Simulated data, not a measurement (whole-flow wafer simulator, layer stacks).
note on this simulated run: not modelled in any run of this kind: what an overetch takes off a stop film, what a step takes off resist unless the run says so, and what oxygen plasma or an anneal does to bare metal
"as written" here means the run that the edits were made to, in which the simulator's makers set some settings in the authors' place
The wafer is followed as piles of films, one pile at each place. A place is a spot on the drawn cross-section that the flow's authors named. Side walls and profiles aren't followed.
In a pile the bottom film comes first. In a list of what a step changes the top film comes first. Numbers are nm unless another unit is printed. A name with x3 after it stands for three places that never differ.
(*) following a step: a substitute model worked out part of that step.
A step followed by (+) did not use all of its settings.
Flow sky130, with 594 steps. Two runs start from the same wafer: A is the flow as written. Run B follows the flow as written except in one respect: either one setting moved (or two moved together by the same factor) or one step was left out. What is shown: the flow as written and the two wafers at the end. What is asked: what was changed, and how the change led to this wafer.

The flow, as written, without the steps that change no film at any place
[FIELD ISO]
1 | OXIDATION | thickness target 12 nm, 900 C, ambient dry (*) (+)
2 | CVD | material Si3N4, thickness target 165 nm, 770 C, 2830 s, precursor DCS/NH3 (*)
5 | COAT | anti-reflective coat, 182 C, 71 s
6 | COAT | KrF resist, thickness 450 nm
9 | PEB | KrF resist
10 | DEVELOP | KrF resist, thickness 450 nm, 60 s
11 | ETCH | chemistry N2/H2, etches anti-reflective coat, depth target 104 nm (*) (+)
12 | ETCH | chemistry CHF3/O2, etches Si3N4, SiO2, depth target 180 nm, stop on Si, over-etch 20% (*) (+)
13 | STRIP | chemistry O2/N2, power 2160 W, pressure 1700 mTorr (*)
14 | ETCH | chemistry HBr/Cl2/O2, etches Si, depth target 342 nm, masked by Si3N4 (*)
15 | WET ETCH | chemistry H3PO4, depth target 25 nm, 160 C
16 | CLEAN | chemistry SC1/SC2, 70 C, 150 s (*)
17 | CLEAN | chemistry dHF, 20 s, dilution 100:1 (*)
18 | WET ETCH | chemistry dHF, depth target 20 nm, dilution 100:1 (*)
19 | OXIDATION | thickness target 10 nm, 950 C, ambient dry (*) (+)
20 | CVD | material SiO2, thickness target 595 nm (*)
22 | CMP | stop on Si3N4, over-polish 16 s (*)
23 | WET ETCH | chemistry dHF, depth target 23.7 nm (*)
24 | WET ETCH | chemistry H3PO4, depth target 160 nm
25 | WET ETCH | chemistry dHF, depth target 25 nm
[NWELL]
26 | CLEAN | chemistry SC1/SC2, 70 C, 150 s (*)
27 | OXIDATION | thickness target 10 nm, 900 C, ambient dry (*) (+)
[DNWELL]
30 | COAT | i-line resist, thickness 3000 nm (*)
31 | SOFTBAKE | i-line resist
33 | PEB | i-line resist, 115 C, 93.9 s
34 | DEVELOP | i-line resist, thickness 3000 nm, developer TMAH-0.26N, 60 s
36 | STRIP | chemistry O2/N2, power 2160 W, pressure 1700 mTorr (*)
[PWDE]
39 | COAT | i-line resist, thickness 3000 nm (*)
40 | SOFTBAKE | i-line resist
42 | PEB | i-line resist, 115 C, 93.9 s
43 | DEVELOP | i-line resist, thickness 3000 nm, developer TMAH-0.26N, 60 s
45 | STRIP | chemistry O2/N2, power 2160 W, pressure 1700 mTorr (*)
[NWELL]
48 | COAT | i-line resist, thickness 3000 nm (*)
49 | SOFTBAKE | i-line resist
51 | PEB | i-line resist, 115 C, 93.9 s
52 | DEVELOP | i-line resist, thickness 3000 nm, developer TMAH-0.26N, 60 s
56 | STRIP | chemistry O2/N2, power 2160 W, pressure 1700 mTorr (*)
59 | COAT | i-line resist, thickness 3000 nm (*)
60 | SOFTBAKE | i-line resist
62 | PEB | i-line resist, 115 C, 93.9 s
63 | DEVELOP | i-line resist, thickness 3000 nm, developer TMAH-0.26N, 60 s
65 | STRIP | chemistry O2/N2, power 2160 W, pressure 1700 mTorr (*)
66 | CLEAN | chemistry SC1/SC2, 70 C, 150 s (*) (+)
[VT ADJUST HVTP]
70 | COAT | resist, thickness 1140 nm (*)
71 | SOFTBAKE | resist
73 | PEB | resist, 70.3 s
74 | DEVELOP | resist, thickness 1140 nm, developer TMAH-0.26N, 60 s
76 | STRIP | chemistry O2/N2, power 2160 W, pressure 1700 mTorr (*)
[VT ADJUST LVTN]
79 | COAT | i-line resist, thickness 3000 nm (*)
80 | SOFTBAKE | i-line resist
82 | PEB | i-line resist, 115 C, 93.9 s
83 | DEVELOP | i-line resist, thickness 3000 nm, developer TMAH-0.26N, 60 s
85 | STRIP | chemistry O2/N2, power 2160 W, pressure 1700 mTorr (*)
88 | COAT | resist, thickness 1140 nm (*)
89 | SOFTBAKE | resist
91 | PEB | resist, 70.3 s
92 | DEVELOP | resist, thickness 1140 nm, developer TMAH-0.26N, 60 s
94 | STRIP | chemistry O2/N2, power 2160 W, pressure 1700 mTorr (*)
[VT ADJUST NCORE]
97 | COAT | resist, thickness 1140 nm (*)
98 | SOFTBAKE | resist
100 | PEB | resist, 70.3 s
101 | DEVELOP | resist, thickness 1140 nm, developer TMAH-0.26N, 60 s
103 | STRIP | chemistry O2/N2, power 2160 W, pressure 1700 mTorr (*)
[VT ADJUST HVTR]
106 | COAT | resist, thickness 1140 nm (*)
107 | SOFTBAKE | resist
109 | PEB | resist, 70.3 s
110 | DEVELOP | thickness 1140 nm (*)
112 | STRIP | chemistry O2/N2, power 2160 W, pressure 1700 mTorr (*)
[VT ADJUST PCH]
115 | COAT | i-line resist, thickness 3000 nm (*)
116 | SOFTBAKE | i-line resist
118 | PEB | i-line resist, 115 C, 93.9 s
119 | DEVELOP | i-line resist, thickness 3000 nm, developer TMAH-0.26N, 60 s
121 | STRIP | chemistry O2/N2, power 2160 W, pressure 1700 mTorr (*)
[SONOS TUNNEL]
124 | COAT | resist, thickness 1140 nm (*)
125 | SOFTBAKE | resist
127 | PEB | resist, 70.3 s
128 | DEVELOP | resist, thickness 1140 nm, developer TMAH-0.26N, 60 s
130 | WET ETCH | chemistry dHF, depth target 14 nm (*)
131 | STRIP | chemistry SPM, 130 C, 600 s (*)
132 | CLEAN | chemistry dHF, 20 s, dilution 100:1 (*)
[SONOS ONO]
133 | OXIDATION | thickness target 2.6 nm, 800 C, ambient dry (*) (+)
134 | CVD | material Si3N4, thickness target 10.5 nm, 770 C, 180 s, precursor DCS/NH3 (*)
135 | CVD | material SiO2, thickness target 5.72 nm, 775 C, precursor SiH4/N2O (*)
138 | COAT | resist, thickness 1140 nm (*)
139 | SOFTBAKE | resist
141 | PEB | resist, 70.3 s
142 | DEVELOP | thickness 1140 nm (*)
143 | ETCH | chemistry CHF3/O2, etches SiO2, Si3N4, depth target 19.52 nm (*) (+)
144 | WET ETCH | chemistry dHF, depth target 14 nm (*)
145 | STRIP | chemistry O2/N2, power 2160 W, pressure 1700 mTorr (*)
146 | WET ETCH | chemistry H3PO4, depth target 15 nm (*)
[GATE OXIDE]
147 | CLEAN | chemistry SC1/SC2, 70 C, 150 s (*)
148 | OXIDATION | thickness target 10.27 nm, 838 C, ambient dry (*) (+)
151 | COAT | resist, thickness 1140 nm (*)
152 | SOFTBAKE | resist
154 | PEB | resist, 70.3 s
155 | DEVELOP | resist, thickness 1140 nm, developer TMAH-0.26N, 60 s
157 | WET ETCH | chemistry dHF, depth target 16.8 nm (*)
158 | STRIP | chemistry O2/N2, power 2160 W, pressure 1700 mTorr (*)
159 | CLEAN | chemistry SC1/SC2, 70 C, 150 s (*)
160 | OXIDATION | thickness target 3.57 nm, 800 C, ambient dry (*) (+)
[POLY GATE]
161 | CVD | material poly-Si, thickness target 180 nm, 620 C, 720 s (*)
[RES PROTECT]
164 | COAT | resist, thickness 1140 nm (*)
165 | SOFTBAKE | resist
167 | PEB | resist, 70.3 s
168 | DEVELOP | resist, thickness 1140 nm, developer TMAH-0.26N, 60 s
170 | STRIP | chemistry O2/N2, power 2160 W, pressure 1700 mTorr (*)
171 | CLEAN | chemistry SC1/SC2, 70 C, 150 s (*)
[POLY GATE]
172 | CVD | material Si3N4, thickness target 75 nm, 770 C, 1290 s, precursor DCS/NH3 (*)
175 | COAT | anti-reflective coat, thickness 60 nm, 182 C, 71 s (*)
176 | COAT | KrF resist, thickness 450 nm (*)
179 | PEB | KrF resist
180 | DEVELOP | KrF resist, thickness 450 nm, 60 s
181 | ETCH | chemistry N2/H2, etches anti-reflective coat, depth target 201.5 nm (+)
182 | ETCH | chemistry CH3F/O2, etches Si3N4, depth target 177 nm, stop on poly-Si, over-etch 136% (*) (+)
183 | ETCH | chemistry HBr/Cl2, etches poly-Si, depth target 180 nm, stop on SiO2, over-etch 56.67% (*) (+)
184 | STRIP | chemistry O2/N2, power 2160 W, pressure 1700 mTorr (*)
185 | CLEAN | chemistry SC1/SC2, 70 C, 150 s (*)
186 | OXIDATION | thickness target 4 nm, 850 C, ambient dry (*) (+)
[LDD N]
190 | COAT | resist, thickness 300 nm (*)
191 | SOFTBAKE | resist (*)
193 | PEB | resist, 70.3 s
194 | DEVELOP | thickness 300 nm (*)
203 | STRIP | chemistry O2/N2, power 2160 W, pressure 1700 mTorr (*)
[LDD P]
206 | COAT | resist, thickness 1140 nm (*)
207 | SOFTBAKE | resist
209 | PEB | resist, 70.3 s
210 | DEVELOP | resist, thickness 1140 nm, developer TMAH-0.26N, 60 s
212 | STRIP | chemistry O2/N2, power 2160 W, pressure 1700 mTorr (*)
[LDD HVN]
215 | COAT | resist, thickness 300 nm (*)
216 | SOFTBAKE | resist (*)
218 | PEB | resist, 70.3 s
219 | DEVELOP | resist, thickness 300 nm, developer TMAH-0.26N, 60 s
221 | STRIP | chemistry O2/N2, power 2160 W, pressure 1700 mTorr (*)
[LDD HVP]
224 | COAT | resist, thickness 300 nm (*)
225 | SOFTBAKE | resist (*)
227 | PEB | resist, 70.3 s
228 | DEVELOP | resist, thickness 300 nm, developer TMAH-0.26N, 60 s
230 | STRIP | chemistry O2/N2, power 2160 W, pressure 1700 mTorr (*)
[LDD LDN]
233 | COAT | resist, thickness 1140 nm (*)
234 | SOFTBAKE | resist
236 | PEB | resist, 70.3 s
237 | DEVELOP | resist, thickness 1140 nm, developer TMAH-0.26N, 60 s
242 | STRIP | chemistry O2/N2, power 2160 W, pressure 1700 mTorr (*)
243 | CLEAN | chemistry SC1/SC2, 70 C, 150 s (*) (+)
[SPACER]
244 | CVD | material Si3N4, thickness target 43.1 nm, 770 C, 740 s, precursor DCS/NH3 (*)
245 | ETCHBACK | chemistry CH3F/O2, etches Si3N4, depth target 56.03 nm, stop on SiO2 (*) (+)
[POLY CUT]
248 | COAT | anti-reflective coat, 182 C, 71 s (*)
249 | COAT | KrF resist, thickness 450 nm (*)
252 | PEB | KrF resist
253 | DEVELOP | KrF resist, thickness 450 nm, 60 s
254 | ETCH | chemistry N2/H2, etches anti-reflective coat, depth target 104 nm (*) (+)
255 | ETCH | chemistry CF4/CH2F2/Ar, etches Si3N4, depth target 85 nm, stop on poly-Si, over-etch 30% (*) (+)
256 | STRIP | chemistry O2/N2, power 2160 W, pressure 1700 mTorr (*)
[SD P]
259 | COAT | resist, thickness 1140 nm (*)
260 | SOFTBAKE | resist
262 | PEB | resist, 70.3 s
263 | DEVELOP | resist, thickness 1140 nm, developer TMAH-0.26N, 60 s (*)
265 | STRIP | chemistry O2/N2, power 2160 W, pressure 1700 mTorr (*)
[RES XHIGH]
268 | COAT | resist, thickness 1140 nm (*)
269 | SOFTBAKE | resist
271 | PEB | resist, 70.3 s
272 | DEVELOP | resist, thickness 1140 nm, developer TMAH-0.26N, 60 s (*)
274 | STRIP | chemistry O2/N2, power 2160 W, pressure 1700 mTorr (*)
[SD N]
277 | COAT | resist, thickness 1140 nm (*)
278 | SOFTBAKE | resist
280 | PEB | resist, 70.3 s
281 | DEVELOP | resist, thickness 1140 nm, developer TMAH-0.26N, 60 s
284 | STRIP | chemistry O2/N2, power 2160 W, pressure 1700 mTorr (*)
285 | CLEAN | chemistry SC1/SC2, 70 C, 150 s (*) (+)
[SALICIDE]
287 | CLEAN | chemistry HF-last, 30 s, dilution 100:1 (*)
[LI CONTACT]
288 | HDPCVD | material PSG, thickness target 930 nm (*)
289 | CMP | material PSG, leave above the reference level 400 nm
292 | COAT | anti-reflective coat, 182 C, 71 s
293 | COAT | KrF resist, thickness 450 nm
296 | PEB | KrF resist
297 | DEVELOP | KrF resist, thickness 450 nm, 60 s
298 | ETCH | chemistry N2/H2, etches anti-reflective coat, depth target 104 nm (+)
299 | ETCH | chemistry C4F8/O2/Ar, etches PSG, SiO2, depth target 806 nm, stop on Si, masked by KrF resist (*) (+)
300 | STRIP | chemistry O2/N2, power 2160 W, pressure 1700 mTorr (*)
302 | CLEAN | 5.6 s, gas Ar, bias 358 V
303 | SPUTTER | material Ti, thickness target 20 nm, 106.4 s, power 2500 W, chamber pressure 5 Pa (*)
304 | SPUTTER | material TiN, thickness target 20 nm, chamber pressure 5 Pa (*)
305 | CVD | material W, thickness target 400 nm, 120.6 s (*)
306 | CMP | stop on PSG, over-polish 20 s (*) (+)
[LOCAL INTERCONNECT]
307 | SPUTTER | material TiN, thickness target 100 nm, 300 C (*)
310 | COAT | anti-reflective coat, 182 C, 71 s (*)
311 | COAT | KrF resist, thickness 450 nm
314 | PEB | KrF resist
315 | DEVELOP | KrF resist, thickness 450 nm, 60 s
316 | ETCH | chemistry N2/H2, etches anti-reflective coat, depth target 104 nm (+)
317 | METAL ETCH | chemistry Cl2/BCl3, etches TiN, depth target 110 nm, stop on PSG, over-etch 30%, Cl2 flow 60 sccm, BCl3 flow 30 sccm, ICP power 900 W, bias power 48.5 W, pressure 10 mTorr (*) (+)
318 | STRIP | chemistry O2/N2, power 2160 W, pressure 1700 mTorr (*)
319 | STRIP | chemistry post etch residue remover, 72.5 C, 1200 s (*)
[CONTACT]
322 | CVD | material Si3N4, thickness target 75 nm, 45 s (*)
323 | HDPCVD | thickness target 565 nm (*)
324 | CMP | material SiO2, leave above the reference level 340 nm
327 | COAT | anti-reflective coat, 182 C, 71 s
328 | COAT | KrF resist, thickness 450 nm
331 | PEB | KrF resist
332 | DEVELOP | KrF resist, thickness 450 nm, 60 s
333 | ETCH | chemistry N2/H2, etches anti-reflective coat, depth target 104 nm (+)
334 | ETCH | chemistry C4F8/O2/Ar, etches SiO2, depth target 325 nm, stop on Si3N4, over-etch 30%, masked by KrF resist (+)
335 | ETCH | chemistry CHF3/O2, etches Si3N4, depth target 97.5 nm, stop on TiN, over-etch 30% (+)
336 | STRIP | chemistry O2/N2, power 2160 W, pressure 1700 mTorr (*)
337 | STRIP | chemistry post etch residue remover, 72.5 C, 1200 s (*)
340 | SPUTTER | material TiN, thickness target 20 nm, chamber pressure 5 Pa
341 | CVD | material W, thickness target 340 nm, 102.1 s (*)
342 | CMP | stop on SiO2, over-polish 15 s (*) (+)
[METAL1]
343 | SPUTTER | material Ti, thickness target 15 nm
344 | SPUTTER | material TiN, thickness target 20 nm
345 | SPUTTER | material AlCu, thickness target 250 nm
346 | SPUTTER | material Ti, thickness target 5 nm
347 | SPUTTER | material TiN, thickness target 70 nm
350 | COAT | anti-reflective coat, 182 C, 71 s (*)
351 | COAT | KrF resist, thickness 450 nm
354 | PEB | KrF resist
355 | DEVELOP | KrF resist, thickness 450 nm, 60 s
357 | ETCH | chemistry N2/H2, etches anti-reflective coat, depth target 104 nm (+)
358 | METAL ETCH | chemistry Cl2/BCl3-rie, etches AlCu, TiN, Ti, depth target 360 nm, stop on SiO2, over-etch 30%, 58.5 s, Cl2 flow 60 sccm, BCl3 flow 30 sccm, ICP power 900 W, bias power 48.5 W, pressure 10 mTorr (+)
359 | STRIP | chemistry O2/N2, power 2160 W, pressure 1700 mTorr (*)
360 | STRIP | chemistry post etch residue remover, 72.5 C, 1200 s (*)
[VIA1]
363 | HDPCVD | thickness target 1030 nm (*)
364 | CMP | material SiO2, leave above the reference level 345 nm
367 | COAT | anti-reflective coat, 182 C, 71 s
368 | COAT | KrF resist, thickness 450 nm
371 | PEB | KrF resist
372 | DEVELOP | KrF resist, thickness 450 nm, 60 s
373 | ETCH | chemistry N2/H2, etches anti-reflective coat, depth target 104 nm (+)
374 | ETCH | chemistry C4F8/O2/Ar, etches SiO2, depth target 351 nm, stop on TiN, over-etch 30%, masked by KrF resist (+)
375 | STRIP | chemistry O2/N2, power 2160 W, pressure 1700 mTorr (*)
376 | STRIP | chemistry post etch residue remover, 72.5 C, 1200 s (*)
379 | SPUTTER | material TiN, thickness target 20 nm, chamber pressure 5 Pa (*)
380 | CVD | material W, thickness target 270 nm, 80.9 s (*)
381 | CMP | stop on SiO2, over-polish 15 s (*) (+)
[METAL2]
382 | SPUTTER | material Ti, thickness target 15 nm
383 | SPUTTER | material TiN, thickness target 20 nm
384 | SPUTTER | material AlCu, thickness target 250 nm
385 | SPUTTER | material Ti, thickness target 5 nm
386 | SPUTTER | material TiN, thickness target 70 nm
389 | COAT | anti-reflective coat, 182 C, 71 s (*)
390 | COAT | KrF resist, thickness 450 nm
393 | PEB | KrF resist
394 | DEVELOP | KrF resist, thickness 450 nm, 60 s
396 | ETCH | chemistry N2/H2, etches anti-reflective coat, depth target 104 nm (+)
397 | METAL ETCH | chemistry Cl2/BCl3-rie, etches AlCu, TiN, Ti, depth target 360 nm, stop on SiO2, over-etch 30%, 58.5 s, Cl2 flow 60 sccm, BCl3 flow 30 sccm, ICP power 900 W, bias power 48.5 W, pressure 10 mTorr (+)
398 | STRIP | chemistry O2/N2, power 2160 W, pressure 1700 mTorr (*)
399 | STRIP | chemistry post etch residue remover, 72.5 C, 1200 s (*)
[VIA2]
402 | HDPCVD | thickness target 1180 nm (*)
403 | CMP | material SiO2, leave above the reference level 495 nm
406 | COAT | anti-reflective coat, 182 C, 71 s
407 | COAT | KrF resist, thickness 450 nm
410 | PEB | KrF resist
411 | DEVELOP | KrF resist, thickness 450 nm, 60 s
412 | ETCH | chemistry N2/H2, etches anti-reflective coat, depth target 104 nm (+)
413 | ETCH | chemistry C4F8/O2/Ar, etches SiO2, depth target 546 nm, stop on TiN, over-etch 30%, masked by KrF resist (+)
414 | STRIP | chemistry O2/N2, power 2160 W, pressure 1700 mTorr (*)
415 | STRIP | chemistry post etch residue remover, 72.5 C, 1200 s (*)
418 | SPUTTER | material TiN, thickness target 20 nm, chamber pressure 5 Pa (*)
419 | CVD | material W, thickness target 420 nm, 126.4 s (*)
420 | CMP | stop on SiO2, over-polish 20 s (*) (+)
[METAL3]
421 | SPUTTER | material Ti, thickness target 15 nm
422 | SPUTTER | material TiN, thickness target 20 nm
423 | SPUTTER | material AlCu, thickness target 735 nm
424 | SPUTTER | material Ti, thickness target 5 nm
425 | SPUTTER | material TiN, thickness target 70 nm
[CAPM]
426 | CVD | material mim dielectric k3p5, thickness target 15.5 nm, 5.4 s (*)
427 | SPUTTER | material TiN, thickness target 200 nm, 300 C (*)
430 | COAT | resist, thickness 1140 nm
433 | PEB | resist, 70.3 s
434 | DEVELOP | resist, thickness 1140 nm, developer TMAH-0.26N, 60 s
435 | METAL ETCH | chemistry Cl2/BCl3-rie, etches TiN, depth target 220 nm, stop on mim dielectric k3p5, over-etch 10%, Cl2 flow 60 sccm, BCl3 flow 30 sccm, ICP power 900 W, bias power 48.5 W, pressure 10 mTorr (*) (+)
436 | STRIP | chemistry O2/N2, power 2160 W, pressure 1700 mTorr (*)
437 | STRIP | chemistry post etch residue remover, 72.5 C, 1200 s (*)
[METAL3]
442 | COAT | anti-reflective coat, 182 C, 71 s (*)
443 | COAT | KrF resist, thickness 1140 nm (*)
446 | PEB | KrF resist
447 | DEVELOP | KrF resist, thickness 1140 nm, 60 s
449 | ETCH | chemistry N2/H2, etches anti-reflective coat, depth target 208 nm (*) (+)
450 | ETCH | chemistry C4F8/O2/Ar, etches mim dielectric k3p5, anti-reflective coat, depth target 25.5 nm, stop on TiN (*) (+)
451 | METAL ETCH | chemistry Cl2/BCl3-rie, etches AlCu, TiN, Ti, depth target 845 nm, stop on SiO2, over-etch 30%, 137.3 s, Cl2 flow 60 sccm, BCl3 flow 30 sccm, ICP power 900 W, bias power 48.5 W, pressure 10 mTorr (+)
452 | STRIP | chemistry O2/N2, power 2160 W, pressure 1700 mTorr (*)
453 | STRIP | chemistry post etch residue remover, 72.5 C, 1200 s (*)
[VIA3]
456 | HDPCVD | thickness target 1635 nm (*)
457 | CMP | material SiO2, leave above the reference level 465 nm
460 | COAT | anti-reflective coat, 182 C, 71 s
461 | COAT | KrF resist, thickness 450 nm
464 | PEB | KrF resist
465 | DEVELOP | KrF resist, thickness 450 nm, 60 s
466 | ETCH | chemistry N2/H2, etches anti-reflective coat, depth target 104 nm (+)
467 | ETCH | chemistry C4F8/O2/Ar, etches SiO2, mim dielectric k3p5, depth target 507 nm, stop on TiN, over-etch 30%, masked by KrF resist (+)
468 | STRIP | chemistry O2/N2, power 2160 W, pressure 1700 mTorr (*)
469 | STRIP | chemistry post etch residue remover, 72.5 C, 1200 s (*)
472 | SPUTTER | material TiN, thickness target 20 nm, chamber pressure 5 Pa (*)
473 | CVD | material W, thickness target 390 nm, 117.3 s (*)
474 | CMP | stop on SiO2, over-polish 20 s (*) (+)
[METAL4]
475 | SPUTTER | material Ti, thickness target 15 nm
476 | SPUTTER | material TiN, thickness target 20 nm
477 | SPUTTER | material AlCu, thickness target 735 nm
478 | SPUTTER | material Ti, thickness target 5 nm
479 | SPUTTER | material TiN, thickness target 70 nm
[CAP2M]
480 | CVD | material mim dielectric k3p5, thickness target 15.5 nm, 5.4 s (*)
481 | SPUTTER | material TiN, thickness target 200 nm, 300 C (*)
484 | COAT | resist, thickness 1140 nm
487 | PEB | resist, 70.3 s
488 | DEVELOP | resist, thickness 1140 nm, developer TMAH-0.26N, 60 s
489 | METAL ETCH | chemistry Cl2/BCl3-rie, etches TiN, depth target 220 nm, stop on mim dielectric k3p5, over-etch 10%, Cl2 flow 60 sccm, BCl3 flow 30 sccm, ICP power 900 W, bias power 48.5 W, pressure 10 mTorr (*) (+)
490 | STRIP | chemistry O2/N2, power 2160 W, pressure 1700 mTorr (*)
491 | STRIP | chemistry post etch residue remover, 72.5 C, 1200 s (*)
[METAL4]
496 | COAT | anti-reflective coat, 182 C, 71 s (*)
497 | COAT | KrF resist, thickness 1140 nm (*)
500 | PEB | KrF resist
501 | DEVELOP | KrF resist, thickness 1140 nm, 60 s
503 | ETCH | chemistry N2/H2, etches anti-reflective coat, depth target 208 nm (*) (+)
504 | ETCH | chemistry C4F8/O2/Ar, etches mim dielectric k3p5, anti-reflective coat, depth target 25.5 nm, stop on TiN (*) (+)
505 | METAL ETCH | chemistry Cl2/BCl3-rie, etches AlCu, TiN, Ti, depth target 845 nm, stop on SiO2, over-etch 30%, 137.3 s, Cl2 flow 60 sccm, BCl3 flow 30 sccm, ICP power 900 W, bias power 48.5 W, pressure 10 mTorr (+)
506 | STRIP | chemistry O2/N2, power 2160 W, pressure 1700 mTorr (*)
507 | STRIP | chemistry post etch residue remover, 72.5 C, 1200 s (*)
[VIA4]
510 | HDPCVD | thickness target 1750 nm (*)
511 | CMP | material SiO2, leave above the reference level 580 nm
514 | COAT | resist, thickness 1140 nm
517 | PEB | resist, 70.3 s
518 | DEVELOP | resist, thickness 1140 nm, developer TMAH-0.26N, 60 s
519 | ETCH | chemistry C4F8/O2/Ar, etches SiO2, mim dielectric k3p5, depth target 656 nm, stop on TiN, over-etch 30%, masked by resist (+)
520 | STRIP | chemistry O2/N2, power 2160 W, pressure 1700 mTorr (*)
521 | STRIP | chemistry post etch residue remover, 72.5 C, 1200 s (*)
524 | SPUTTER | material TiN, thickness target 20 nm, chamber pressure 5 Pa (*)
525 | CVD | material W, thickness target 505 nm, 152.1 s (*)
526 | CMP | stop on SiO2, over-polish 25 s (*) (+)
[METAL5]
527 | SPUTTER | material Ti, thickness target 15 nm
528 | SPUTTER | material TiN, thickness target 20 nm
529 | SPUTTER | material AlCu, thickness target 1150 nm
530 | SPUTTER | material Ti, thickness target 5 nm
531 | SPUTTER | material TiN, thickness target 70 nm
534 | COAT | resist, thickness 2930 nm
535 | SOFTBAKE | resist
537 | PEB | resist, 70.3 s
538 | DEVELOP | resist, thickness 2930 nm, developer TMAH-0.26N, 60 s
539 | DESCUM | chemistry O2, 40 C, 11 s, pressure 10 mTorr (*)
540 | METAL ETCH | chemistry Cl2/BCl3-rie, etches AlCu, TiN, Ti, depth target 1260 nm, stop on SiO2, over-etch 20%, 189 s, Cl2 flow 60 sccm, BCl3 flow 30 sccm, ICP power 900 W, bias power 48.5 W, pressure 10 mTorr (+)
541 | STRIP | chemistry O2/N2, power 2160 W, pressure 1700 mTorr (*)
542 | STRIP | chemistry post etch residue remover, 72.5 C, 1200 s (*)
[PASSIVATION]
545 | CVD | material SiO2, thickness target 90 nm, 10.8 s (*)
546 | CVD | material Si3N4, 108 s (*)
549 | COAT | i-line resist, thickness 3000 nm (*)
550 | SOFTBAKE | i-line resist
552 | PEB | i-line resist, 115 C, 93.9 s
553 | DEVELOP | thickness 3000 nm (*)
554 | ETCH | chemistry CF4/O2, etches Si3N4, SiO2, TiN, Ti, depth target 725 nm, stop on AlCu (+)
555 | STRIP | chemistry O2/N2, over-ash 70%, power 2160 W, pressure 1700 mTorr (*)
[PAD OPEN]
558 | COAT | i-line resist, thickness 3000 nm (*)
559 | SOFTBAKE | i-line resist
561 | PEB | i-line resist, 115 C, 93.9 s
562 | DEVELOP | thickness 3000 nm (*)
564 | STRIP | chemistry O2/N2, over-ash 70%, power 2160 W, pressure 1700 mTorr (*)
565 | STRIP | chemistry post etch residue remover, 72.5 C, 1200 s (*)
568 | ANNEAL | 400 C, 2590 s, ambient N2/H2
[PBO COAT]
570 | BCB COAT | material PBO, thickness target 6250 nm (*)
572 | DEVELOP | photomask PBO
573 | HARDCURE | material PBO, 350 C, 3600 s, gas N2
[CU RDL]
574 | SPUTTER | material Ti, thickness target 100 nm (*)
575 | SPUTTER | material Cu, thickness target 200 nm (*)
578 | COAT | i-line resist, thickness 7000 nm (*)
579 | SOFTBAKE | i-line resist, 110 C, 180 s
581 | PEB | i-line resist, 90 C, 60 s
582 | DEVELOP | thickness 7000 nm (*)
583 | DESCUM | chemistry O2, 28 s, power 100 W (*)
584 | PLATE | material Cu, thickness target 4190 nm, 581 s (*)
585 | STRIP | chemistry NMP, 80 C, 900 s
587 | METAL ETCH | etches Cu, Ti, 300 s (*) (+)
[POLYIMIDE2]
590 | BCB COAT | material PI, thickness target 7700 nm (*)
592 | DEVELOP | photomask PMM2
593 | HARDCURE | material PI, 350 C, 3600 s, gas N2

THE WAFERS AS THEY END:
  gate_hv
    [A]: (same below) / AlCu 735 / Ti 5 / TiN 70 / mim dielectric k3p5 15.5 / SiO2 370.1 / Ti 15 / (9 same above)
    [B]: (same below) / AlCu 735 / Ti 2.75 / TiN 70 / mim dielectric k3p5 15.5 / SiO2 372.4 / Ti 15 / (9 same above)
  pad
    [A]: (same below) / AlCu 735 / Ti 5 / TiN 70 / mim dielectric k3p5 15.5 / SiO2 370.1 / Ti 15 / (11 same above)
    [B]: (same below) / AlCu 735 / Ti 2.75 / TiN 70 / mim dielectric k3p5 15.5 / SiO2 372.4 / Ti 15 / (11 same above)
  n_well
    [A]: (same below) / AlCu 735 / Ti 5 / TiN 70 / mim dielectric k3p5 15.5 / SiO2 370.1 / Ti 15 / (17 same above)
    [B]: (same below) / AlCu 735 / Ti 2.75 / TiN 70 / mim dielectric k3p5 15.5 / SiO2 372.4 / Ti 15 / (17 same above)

The reason: step 424, SPUTTER: thickness target 2.75 nm was run, whereas the flow has thickness target 5 nm.
One can read it off the wafer: gate_hv has Ti 2.75, and step 424 as written asks for 5 nm.

Step by step, how the change led to this:
  424 | SPUTTER | material Ti, thickness target 5 nm
      field, active, n_well and 188 more: A Ti gains 5 (new film) | B Ti gains 2.75 (new film)
  451 | METAL ETCH | chemistry Cl2/BCl3-rie, etches AlCu, TiN, Ti, depth target 845 nm, stop on SiO2, over-etch 30%, 137.3 s, Cl2 flow 60 sccm, BCl3 flow 30 sccm, ICP power 900 W, bias power 48.5 W, pressure 10 mTorr (+)
      field, gate, spacer and 68 more: A TiN loses 70 (all of it), Ti loses 5 (all of it), AlCu loses 735 (all of it), TiN loses 20 (all of it), Ti loses 15 (all of it), SiO2 loses 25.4 | B TiN loses 70 (all of it), Ti loses 2.75 (all of it), AlCu loses 735 (all of it), TiN loses 20 (all of it), Ti loses 15 (all of it), SiO2 loses 25.6
      active, vpp_ln, vpp_iso2 and 11 more: A TiN loses 70 (all of it), Ti loses 5 (all of it), AlCu loses 735 (all of it), TiN loses 20 (all of it), Ti loses 15 (all of it), SiO2 loses 25.3 | B TiN loses 70 (all of it), Ti loses 2.75 (all of it), AlCu loses 735 (all of it), TiN loses 20 (all of it), Ti loses 15 (all of it), SiO2 loses 25.6
